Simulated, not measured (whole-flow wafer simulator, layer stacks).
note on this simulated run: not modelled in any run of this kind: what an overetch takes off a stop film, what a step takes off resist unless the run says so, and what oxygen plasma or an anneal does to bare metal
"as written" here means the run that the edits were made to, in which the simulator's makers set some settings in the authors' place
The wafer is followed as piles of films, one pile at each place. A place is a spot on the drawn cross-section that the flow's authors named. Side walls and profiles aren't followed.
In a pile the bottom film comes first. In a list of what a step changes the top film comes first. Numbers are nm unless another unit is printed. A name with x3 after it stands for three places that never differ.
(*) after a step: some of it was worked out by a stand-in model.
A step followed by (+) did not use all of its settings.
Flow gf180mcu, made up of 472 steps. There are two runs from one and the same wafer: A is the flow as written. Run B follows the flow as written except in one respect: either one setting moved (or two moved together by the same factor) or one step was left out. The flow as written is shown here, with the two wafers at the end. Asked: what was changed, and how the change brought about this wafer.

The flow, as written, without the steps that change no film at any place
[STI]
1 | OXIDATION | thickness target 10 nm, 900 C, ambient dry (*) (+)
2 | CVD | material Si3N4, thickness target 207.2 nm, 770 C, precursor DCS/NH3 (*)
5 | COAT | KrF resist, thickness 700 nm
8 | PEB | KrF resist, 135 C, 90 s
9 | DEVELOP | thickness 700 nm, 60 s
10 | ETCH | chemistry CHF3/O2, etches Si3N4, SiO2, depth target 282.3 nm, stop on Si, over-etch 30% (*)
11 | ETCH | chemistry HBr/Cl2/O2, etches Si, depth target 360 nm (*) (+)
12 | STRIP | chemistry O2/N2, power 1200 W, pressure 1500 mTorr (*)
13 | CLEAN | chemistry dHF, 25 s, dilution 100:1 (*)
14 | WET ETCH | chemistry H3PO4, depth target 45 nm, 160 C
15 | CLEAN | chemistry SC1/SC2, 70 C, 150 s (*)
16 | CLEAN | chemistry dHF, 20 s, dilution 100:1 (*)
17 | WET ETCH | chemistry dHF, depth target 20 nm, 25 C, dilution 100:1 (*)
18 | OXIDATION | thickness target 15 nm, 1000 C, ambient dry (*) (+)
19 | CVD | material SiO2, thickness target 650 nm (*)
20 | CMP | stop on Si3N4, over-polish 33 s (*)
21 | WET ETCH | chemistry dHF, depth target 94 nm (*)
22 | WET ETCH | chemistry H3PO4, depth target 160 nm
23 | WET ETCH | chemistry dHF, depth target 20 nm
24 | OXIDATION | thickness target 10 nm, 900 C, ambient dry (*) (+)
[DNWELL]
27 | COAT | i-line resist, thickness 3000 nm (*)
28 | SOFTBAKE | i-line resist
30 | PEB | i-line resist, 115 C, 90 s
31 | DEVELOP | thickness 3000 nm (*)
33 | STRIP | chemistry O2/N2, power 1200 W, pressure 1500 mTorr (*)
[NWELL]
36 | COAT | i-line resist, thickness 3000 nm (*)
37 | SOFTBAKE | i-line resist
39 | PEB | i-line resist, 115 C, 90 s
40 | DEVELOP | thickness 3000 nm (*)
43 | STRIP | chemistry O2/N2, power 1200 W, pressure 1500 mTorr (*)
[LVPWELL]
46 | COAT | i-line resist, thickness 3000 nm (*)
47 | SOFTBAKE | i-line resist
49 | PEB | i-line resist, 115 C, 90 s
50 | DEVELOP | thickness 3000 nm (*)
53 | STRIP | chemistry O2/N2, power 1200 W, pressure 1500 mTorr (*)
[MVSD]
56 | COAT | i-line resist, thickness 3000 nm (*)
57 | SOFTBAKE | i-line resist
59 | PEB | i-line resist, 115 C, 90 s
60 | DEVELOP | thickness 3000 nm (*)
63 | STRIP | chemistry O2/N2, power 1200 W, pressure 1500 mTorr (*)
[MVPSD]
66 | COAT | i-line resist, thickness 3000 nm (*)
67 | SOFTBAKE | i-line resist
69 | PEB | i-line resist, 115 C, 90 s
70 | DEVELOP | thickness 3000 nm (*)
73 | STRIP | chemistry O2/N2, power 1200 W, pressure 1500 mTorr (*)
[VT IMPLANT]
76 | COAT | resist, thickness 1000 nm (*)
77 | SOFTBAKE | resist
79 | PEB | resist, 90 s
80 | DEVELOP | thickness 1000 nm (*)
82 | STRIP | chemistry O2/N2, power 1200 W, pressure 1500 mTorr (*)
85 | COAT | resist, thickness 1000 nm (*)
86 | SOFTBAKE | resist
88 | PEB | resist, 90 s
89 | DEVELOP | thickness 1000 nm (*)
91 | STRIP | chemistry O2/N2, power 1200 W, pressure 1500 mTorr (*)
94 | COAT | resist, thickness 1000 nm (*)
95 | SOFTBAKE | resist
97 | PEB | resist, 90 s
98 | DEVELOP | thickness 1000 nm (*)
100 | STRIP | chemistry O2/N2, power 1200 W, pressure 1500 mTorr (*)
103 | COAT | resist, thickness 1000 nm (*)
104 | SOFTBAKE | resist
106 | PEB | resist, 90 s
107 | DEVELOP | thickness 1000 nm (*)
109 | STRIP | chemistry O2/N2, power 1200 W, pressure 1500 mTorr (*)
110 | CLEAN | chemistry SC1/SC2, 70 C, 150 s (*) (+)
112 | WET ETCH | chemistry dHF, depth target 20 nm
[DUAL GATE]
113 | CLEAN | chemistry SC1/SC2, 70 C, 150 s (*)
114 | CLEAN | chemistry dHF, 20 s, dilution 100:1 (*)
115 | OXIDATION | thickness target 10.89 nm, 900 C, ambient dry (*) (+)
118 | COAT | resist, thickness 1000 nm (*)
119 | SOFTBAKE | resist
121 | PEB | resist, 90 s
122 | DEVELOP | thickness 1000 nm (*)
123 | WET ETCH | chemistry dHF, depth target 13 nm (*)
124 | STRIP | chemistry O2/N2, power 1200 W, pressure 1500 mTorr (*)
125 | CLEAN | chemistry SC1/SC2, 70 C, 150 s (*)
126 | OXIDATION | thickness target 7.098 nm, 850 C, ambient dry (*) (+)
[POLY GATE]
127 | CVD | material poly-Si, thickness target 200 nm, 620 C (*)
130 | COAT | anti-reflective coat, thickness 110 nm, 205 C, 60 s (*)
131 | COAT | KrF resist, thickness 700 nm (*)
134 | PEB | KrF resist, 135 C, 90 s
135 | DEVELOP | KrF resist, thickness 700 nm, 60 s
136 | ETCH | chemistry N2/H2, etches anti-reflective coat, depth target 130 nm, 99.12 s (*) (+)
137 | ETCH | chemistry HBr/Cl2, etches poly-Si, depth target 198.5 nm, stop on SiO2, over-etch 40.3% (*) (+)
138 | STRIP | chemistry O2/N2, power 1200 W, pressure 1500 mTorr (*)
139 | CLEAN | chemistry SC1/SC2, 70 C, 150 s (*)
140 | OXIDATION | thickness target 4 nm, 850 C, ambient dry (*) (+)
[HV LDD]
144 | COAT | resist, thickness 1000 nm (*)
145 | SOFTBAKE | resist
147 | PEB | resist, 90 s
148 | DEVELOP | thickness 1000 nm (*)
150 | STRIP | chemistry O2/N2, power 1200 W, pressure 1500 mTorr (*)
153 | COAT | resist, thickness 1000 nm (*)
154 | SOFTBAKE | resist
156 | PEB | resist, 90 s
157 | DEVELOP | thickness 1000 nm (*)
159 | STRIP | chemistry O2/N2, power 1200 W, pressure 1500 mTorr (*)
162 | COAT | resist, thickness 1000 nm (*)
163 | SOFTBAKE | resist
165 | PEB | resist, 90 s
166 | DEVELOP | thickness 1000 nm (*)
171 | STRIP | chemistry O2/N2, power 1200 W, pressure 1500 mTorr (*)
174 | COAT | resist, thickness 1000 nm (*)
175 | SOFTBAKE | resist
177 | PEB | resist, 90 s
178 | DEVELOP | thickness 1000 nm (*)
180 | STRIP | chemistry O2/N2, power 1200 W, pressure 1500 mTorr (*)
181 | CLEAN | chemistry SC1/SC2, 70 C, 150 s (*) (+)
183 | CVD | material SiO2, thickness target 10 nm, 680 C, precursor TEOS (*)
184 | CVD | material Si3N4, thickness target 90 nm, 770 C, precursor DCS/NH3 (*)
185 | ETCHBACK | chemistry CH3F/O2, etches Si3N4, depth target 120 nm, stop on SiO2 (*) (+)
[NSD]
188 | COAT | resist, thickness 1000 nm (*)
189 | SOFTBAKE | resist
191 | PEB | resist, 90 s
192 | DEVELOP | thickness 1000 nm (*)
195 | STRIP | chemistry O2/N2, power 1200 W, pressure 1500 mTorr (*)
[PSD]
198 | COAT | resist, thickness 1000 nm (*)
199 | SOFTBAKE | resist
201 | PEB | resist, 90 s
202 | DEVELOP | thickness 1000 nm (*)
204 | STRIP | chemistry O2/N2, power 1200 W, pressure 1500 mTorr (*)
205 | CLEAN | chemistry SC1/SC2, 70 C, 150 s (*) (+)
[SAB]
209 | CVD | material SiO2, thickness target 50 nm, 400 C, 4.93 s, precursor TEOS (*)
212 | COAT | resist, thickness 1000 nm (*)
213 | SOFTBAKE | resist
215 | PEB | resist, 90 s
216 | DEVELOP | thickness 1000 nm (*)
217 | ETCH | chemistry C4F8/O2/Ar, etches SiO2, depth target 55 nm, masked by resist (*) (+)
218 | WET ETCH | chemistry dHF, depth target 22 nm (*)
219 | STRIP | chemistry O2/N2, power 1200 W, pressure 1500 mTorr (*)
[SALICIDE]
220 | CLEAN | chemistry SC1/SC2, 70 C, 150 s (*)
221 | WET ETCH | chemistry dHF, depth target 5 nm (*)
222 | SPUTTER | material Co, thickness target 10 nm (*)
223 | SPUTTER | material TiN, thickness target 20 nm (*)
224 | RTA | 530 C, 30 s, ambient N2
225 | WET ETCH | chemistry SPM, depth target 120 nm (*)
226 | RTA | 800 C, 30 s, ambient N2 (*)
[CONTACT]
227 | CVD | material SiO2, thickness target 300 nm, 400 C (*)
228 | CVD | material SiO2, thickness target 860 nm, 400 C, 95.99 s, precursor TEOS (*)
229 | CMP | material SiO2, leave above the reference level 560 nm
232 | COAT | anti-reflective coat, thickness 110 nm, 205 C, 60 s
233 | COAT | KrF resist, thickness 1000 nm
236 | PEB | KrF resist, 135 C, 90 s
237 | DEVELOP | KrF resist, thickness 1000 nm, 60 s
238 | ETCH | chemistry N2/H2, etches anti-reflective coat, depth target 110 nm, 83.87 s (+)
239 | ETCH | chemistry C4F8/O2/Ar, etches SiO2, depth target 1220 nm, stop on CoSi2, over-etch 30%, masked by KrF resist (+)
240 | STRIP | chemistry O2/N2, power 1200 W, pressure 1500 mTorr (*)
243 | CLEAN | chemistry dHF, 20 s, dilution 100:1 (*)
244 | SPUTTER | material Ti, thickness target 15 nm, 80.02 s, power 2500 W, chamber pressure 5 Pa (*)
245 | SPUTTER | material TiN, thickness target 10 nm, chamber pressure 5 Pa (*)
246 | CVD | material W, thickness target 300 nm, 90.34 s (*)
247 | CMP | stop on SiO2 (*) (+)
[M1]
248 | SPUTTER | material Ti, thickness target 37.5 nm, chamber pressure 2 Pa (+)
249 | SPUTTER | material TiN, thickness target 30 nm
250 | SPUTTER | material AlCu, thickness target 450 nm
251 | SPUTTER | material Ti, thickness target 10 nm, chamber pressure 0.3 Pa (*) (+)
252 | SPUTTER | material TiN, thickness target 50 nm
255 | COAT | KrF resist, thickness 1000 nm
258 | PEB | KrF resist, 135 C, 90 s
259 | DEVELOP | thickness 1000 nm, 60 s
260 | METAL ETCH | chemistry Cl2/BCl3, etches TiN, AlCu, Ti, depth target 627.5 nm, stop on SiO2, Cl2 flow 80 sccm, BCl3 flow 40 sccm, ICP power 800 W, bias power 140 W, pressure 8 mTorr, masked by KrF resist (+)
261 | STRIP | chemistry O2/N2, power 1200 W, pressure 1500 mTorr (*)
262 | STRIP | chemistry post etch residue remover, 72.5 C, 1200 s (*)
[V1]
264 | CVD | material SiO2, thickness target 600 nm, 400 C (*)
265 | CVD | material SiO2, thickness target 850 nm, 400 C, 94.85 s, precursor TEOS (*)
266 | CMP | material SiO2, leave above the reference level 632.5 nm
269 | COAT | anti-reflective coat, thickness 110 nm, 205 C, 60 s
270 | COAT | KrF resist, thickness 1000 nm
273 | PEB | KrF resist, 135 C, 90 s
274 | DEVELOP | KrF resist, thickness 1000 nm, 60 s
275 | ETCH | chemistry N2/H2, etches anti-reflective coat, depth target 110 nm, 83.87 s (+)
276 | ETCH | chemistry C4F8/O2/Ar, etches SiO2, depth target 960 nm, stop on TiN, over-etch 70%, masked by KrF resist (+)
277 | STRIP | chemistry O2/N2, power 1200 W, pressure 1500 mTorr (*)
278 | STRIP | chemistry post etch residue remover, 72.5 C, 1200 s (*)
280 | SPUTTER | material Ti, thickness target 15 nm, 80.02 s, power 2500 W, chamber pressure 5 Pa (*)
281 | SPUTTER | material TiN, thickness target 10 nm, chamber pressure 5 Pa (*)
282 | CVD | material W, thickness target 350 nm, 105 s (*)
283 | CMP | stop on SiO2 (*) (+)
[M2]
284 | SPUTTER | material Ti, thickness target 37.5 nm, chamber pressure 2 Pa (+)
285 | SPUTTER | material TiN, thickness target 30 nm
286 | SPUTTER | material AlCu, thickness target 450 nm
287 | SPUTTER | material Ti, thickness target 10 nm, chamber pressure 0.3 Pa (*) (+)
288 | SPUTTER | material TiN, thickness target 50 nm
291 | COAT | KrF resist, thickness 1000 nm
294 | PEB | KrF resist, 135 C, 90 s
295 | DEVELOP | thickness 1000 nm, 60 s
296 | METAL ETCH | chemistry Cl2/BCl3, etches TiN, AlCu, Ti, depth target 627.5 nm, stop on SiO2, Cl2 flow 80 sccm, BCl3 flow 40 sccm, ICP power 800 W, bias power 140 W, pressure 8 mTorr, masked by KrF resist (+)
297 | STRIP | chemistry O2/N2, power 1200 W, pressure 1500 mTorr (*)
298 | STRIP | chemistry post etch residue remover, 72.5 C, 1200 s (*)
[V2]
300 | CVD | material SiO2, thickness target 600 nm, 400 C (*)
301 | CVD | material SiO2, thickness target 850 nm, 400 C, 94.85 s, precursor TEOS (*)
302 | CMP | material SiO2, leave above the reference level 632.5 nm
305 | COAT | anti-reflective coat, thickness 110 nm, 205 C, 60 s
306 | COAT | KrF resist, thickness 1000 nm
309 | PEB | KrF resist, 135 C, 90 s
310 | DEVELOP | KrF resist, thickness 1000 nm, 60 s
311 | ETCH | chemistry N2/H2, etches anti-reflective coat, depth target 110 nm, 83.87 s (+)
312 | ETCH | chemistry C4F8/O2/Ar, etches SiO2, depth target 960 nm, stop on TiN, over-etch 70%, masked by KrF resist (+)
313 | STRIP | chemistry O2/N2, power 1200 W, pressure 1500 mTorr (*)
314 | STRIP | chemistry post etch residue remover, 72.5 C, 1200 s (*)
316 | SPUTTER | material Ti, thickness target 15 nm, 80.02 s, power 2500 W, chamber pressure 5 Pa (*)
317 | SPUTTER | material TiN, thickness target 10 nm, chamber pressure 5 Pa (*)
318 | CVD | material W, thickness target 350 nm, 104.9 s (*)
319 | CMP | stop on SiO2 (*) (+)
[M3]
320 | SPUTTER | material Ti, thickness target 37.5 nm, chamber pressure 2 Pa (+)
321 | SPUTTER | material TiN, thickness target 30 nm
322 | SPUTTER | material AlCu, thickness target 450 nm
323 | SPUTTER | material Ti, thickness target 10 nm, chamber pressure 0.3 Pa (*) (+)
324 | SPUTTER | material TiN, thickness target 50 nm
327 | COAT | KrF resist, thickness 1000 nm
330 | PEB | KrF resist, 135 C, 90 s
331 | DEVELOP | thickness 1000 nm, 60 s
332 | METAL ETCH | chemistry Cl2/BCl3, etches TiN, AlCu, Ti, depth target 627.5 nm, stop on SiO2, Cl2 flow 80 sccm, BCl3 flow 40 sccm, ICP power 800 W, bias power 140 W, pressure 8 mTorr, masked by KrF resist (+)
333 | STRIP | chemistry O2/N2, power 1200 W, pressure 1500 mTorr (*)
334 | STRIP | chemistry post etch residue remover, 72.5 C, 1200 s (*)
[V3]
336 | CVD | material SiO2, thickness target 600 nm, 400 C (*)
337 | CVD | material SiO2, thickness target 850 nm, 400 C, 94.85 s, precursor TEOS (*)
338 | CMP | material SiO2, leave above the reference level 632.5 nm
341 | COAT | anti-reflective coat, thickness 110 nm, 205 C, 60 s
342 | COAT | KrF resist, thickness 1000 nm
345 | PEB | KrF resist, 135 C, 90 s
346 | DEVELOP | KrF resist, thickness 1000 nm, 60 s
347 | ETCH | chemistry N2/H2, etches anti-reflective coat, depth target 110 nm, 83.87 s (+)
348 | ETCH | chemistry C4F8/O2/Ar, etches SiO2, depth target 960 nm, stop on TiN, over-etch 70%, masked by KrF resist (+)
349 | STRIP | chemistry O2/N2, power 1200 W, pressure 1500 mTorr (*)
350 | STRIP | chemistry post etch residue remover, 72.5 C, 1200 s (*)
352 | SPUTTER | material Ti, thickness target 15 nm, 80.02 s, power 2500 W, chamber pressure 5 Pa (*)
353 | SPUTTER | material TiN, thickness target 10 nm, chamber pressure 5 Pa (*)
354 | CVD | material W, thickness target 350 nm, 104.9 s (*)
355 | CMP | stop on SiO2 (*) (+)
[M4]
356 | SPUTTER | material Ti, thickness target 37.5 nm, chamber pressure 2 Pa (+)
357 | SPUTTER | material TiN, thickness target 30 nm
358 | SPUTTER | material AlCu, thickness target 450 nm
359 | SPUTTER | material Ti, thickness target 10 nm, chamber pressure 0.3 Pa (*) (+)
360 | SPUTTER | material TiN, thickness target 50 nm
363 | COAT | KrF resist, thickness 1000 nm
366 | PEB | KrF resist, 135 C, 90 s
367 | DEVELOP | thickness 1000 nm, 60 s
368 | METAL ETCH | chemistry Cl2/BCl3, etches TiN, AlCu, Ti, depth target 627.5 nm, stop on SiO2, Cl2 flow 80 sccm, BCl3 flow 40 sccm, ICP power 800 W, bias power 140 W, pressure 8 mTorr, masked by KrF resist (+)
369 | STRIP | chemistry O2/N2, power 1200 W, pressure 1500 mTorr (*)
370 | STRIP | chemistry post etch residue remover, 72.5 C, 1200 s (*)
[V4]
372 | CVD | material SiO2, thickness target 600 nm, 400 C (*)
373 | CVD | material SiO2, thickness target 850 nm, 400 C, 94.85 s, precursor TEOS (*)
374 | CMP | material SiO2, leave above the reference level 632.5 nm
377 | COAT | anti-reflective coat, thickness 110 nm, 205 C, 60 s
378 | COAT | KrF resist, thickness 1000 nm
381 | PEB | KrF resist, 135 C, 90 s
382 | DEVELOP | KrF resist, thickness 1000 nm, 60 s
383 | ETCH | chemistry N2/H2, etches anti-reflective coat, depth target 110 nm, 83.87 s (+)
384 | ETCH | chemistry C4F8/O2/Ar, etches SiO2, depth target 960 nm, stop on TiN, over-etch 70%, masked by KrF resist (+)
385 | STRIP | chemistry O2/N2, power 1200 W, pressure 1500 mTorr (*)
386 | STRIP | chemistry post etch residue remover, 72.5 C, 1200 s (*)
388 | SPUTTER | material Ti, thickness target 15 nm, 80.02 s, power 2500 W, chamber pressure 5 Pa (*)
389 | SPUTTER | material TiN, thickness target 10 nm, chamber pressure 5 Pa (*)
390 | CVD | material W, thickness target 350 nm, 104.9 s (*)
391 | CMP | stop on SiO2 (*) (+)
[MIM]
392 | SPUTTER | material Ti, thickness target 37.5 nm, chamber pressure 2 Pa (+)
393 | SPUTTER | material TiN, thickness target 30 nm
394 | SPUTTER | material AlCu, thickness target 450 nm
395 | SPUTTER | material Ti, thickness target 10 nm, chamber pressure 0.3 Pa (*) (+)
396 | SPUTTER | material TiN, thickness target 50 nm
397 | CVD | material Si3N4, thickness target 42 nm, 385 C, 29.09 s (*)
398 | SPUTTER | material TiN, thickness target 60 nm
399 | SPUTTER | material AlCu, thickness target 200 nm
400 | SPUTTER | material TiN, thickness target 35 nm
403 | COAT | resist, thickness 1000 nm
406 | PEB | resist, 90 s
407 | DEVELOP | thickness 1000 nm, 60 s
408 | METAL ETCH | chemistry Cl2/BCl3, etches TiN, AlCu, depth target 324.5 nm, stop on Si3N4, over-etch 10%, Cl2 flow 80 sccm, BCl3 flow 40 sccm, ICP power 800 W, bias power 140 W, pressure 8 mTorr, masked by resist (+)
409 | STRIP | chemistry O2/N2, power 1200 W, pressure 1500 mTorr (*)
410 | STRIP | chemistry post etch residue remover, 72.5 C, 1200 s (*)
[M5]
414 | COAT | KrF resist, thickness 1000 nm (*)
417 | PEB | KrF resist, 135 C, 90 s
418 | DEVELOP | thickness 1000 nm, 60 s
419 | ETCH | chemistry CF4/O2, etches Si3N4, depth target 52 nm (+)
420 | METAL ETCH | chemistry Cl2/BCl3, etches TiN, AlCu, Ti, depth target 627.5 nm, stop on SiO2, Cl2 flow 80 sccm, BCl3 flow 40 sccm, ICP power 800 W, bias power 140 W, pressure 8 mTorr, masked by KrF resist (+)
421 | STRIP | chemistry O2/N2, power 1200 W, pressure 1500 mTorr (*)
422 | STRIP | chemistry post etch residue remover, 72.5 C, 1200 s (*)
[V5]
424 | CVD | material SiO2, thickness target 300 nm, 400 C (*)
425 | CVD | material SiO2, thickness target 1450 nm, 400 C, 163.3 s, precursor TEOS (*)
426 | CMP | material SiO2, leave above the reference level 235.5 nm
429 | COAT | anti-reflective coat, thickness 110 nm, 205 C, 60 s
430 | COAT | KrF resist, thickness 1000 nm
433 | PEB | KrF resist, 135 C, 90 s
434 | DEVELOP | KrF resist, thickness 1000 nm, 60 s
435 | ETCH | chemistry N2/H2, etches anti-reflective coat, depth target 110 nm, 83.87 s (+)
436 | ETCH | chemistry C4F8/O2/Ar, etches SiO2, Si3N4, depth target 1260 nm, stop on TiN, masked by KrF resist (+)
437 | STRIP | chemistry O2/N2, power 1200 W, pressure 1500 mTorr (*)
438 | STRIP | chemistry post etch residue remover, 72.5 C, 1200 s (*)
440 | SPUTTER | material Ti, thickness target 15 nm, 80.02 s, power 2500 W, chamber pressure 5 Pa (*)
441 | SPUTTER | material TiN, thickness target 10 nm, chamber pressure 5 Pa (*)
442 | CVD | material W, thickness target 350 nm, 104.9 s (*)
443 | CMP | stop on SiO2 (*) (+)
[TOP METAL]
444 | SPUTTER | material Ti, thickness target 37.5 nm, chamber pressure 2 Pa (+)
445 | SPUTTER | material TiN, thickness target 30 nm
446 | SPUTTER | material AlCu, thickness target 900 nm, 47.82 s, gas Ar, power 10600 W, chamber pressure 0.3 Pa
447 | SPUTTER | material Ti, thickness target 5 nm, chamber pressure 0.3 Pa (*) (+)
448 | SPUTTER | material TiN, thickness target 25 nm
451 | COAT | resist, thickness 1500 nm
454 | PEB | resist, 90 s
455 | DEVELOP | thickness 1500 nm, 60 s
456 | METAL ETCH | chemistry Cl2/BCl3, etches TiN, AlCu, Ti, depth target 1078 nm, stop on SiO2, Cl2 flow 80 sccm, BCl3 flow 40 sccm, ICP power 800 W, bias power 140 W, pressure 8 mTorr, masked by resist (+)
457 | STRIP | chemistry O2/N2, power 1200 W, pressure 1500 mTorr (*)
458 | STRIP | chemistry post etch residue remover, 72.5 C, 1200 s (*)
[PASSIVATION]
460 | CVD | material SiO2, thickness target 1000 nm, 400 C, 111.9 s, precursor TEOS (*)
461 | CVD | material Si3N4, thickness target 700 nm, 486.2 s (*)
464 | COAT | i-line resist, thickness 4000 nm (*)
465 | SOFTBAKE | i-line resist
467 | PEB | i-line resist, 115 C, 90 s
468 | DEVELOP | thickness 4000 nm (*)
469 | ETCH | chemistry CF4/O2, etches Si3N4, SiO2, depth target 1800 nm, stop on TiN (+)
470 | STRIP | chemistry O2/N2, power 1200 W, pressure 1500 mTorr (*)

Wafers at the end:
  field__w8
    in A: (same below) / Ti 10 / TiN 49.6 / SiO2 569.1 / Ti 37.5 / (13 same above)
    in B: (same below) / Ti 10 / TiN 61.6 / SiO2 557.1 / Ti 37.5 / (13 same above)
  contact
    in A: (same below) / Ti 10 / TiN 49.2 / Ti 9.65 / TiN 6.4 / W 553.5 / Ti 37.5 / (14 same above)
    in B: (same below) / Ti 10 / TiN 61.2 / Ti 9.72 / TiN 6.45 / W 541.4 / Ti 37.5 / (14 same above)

The reason: step 360, SPUTTER: thickness target 62 nm was run, though the flow has thickness target 50 nm.

Step by step, how the change led to this:
  360 | SPUTTER | material TiN, thickness target 50 nm
      field, field__w1, field__w2 and 108 more: A +50 TiN (new film) | B +62 TiN (new film)
  368 | METAL ETCH | chemistry Cl2/BCl3, etches TiN, AlCu, Ti, depth target 627.5 nm, stop on SiO2, Cl2 flow 80 sccm, BCl3 flow 40 sccm, ICP power 800 W, bias power 140 W, pressure 8 mTorr, masked by KrF resist (+)
      field, field__w1, field__w2 and 103 more: A -50 TiN (all of it), -10 Ti (all of it), -450 AlCu (all of it), -30 TiN (all of it), -37.5 Ti (all of it) | B -62 TiN (all of it), -10 Ti (all of it), -450 AlCu (all of it), -30 TiN (all of it), -37.5 Ti (all of it)
  384 | ETCH | chemistry C4F8/O2/Ar, etches SiO2, depth target 960 nm, stop on TiN, over-etch 70%, masked by KrF resist (+)
      contact: A -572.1 SiO2 (all of it) | B -560.1 SiO2 (all of it)
